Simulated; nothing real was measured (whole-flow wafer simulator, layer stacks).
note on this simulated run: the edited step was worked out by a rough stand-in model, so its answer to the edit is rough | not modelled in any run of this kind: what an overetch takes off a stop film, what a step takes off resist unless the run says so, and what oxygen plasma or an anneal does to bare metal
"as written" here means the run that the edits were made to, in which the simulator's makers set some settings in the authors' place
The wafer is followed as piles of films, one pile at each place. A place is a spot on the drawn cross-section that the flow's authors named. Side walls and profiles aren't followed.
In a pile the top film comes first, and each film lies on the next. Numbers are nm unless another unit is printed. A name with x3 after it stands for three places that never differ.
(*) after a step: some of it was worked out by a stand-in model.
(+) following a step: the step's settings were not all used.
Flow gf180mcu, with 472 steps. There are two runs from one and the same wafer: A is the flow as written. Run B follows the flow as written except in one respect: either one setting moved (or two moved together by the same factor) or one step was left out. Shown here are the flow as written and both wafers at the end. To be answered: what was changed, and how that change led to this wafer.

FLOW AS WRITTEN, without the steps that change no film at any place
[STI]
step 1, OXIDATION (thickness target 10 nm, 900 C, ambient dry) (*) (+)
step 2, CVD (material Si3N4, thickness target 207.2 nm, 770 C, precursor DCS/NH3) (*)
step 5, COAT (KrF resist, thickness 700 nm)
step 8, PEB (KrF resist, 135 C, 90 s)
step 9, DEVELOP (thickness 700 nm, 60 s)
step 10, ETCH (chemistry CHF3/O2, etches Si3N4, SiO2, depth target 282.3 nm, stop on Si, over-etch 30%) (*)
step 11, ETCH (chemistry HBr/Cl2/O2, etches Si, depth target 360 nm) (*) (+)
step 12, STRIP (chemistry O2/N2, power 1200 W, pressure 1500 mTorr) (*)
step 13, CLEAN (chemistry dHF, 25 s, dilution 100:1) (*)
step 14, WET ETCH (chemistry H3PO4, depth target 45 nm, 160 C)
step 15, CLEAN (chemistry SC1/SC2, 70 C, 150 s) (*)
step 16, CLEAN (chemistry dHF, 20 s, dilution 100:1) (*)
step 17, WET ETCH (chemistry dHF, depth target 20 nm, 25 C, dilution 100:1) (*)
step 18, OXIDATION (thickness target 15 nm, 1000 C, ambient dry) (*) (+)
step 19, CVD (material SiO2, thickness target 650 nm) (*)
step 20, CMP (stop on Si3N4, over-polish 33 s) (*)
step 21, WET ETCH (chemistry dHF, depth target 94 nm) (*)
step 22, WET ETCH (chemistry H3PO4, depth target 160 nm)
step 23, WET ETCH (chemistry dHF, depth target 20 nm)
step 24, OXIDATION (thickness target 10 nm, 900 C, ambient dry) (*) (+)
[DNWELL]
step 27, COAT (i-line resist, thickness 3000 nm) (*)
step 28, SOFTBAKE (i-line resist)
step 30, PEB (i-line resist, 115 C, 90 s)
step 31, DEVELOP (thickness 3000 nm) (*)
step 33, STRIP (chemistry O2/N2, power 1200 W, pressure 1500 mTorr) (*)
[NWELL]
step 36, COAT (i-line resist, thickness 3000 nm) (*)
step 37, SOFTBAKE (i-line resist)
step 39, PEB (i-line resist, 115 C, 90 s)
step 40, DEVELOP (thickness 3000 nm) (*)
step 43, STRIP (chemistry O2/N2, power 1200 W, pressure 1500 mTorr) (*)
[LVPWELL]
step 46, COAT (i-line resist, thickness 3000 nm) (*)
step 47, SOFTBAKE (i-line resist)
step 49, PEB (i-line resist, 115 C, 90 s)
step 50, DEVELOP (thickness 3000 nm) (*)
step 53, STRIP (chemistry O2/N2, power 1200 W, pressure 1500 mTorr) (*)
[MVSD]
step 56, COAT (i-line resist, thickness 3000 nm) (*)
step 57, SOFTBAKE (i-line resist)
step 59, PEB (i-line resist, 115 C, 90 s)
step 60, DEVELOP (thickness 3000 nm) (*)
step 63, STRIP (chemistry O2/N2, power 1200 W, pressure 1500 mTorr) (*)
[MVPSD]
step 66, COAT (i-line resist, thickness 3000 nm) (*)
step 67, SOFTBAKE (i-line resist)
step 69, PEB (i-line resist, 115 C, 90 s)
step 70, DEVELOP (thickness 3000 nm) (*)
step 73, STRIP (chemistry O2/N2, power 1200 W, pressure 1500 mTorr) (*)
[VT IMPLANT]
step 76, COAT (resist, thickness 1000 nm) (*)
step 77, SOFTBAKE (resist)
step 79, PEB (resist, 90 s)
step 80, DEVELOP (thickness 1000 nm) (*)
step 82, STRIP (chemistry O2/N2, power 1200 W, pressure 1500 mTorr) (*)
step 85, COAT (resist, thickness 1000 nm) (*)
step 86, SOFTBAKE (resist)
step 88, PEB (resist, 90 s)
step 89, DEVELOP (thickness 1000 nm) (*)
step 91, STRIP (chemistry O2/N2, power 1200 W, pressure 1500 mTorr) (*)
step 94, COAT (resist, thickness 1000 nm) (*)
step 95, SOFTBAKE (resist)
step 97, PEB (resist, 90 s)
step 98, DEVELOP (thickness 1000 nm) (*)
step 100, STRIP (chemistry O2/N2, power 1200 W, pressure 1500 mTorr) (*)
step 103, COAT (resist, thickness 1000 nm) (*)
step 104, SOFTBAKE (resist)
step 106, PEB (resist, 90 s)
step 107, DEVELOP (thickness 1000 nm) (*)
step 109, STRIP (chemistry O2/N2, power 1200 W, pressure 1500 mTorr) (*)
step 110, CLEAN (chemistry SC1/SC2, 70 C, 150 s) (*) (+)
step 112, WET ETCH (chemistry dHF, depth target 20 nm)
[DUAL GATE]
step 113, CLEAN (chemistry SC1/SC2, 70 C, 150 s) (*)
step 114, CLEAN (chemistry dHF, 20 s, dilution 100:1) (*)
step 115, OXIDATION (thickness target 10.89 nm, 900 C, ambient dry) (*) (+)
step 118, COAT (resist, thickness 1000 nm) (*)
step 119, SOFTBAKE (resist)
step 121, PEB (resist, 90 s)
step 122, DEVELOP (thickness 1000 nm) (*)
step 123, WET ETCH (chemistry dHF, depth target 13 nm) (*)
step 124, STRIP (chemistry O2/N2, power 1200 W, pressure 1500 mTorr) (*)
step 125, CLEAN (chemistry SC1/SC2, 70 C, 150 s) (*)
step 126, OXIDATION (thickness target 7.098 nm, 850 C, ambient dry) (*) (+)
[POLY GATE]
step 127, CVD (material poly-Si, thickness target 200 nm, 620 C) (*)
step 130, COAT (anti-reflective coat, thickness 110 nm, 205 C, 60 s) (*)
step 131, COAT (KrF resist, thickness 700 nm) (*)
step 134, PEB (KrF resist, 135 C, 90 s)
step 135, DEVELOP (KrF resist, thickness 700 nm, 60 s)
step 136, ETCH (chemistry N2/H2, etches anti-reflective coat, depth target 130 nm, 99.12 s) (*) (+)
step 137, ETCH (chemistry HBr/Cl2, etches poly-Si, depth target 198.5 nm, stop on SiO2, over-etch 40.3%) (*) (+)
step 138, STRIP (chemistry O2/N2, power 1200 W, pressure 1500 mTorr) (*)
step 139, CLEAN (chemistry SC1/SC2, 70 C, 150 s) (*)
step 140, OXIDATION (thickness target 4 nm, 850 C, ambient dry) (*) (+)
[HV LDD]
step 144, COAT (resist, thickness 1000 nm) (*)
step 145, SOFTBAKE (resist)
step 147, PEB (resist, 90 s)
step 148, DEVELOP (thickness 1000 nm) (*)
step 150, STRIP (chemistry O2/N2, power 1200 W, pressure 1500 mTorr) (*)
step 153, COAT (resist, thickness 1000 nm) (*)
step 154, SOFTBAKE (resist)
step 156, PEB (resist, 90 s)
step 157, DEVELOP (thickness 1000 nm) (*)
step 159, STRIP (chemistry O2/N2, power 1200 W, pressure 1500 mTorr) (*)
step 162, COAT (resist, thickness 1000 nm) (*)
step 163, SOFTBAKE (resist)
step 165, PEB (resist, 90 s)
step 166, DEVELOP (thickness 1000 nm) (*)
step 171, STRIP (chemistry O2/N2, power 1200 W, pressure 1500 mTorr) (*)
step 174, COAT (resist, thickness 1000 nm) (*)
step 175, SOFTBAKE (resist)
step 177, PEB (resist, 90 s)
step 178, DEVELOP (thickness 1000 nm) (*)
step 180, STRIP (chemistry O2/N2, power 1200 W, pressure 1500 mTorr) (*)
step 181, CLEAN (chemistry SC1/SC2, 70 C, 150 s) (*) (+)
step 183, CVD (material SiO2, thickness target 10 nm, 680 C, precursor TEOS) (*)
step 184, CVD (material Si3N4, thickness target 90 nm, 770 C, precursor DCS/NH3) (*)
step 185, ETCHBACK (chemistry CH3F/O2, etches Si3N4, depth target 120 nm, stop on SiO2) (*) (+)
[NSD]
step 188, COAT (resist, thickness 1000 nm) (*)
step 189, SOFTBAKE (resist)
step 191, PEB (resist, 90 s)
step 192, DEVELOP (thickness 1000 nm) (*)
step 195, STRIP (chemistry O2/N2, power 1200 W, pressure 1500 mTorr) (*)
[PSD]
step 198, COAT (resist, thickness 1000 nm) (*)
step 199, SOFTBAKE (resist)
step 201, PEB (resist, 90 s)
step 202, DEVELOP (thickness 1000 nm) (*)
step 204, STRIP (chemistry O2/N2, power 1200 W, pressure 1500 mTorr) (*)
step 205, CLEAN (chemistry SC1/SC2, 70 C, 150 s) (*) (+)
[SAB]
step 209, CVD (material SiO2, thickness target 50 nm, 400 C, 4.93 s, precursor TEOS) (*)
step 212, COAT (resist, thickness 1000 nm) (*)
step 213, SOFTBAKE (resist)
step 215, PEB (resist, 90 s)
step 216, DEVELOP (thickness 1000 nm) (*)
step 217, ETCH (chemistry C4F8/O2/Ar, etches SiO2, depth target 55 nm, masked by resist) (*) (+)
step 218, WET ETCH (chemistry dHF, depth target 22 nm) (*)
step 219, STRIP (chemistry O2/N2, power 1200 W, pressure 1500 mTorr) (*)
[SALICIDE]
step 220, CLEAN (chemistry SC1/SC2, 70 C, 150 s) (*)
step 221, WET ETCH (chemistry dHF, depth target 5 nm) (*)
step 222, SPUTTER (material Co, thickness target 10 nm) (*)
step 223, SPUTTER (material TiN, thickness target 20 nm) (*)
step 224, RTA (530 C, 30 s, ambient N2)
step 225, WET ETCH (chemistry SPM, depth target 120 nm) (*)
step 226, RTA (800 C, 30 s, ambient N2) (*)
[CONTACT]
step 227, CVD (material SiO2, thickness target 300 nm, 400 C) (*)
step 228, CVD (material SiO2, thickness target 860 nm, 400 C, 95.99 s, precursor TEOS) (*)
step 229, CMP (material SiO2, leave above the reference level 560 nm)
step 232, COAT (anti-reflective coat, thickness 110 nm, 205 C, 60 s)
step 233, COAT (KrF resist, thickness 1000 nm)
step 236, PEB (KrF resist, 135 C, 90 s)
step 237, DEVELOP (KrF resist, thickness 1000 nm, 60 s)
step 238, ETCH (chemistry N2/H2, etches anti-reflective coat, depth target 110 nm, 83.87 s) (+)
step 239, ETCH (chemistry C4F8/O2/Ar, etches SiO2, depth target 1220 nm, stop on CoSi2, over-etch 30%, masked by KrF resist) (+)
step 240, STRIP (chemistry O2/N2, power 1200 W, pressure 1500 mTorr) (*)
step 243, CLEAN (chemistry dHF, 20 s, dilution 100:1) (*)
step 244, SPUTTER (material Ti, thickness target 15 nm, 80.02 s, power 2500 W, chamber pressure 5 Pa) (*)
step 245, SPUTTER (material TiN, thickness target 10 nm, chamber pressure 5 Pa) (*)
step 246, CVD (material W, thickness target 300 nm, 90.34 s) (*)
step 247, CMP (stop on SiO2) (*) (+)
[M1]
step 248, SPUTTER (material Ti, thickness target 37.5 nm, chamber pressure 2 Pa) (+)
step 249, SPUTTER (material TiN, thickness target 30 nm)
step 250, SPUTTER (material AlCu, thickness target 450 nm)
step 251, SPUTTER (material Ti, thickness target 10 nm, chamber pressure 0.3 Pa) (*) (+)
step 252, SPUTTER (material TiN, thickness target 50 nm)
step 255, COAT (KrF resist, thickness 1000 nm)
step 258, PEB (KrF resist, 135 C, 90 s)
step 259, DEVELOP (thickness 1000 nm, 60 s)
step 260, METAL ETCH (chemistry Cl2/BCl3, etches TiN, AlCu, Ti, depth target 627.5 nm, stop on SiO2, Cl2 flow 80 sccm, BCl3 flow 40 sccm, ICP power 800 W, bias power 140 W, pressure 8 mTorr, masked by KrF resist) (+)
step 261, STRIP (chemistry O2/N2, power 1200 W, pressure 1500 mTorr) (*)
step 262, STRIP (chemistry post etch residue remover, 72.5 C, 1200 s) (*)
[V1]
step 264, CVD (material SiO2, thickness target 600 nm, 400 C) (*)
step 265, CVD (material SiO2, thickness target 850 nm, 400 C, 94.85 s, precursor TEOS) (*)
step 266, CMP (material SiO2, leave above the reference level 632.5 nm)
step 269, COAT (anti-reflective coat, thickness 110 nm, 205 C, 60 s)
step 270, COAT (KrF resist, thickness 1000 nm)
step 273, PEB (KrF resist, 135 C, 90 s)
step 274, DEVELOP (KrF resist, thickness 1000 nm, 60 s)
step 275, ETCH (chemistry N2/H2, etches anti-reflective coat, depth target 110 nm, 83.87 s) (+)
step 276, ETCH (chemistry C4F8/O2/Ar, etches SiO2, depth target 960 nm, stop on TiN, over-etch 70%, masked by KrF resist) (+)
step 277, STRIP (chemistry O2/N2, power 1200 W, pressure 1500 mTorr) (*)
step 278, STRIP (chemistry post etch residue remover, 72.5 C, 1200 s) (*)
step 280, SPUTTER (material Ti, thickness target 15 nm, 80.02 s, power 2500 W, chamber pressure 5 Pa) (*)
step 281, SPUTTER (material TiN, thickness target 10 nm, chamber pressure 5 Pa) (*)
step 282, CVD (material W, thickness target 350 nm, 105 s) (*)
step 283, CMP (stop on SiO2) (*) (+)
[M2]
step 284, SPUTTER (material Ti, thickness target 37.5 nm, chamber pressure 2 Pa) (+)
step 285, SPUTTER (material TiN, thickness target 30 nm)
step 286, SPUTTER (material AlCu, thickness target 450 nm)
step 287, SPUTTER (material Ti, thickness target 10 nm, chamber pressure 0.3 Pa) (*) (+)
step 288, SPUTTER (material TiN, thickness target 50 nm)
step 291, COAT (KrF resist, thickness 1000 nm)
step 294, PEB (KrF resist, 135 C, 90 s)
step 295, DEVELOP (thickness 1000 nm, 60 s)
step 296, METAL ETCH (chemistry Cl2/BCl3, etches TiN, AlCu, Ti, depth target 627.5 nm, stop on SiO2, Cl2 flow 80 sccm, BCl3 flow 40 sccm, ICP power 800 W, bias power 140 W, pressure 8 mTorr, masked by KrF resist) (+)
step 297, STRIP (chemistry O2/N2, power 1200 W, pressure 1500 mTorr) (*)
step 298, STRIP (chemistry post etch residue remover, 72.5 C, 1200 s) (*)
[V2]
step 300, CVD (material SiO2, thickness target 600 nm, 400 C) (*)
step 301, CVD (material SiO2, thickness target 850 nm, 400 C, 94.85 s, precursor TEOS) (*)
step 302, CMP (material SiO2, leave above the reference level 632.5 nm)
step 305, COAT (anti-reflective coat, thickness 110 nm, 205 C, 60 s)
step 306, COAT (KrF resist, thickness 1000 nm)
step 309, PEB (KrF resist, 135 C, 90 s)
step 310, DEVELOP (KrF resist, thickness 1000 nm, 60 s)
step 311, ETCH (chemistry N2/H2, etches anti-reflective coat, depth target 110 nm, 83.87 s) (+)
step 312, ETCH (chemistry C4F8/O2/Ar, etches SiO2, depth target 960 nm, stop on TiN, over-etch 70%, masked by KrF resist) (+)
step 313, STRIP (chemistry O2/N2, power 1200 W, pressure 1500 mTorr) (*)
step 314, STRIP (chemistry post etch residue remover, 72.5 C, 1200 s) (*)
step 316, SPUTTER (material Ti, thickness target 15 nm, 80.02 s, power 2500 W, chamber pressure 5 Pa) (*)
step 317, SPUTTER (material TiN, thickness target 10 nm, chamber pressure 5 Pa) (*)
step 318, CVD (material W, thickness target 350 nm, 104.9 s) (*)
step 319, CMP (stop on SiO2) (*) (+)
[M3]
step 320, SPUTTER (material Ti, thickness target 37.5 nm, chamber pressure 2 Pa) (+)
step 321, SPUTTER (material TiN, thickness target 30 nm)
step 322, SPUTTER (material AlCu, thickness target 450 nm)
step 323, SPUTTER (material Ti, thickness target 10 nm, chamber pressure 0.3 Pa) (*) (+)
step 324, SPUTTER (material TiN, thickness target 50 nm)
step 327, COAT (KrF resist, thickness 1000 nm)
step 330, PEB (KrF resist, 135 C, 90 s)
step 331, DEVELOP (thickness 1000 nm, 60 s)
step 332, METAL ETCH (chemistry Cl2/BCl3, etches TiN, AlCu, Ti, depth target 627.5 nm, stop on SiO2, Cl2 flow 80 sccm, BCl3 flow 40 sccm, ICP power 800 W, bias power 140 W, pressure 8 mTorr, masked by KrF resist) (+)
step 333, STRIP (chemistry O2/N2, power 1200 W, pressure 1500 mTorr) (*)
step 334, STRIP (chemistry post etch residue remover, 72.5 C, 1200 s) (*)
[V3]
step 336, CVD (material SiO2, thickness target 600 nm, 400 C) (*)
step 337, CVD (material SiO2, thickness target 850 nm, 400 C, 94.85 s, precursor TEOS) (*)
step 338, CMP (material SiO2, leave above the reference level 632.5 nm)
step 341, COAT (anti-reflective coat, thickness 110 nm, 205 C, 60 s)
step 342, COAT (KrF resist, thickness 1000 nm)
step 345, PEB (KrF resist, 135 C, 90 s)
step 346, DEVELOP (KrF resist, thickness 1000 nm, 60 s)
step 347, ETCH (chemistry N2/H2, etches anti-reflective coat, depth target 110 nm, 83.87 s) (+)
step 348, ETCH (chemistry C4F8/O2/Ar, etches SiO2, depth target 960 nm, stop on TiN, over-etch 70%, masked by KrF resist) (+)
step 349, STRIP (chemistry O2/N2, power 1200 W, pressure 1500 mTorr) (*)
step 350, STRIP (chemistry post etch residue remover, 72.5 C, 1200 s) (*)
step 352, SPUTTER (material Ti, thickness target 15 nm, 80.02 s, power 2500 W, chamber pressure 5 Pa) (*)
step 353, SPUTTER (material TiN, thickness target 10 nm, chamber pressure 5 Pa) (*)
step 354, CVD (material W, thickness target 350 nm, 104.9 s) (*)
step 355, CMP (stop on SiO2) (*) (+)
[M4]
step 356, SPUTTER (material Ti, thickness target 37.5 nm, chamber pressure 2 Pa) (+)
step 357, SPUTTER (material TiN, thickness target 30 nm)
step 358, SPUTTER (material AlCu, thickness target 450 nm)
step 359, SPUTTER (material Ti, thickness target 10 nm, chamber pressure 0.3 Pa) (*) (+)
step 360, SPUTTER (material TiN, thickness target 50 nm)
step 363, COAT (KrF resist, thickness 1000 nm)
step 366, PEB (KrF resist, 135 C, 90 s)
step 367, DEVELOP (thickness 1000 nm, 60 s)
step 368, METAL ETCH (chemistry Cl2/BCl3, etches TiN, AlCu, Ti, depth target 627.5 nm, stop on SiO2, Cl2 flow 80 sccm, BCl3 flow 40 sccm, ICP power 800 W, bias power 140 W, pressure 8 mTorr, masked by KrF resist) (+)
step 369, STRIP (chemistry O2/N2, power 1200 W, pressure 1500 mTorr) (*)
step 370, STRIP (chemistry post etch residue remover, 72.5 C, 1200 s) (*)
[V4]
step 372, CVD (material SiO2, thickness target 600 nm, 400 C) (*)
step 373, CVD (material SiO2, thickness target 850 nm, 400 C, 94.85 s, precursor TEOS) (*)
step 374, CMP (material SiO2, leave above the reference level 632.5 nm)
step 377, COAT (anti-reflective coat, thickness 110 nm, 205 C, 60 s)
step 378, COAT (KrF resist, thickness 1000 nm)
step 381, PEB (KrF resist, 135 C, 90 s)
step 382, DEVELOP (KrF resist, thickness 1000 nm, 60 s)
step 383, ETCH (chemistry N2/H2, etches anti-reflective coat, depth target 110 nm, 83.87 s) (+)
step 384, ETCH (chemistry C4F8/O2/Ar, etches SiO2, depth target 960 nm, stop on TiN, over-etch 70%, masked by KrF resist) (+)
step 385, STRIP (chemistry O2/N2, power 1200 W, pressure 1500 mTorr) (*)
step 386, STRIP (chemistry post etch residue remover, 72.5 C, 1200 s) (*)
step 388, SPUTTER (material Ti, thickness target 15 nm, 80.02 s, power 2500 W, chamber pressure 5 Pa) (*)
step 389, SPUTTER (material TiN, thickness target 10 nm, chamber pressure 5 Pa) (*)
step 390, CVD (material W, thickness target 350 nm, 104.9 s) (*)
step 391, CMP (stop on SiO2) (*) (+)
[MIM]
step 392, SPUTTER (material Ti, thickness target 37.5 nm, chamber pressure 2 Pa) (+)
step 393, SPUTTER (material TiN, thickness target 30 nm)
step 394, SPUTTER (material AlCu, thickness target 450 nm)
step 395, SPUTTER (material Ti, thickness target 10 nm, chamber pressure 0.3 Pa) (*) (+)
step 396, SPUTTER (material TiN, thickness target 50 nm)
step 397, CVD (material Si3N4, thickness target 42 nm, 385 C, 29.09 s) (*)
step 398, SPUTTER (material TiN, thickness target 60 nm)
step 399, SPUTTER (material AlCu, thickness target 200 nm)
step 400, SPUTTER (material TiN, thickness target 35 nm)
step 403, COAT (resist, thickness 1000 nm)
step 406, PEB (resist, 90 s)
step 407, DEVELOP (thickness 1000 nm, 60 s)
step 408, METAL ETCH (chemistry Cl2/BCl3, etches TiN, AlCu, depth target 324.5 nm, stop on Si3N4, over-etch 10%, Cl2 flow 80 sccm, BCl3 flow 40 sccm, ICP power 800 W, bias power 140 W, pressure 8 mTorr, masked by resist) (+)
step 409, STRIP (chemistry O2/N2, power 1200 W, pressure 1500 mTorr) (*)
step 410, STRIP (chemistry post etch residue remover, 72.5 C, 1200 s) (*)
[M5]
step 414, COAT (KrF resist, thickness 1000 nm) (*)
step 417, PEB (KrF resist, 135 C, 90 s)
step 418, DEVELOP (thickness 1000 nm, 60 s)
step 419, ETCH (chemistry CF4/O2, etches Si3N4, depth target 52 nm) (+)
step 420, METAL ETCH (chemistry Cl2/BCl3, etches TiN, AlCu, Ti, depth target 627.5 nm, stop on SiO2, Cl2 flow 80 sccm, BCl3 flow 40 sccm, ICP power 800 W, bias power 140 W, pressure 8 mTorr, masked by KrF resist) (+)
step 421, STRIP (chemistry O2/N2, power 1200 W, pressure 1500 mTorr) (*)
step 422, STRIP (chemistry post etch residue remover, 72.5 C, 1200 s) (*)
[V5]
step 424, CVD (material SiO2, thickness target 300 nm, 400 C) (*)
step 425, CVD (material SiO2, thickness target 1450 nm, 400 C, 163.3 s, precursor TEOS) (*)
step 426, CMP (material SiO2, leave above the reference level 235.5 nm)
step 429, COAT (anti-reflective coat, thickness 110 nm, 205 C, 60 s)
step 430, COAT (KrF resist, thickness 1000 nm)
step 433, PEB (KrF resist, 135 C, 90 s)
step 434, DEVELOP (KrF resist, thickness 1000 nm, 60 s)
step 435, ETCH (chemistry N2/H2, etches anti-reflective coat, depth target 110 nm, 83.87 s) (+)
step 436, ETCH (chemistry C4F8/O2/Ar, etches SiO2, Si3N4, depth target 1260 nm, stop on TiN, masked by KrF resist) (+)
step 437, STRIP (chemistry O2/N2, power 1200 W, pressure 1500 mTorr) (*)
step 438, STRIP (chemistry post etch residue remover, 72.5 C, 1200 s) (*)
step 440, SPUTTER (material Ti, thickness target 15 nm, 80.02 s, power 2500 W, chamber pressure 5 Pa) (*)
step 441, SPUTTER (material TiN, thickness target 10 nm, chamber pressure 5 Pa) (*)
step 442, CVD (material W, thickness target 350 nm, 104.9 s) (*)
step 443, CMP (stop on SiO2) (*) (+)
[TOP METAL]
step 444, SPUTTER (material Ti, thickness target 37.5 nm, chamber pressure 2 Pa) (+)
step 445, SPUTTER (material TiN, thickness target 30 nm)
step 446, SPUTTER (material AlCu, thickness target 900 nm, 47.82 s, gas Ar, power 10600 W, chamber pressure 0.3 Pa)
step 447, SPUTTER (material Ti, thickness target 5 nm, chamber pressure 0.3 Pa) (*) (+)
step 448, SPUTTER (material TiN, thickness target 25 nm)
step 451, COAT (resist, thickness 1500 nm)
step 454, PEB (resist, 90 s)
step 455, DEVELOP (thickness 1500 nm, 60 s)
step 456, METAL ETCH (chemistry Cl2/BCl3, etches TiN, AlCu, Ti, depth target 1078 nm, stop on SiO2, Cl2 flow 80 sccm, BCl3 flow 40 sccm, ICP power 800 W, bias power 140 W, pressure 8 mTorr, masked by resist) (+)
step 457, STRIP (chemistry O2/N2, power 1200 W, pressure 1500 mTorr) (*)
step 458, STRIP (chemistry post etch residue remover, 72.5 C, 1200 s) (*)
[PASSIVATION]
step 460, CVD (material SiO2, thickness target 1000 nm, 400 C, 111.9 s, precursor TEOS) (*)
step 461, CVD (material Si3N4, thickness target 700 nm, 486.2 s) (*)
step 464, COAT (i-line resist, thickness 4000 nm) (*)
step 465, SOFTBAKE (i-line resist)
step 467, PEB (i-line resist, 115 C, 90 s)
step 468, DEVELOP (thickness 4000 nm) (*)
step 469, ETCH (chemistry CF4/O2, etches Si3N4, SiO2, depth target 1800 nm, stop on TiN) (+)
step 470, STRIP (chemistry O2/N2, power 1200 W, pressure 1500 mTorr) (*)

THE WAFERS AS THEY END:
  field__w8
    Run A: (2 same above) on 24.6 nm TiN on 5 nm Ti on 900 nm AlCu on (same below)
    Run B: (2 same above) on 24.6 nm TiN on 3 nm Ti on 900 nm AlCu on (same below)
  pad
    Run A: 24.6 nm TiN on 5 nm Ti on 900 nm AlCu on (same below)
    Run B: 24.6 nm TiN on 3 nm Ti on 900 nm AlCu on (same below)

The reason: step 447, SPUTTER: thickness target 3 nm was run, while the flow as written has thickness target 5 nm.
The wafer itself shows it: field__w8 has Ti 3, and step 447 as written asks for 5 nm.

Step by step, how the change led to this:
  step 447, SPUTTER (material Ti, thickness target 5 nm, chamber pressure 0.3 Pa) (*) (+)
      field, field__w1, field__w2 and 109 more: A Ti gains 5 (new film) | B Ti gains 3 (new film)
  step 456, METAL ETCH (chemistry Cl2/BCl3, etches TiN, AlCu, Ti, depth target 1078 nm, stop on SiO2, Cl2 flow 80 sccm, BCl3 flow 40 sccm, ICP power 800 W, bias power 140 W, pressure 8 mTorr, masked by resist) (+)
      field, field__w1, field__w2 and 103 more: A TiN loses 25 (all of it), Ti loses 5 (all of it), AlCu loses 900 (all of it), TiN loses 30 (all of it), Ti loses 37.5 (all of it) | B TiN loses 25 (all of it), Ti loses 3 (all of it), AlCu loses 900 (all of it), TiN loses 30 (all of it), Ti loses 37.5 (all of it)
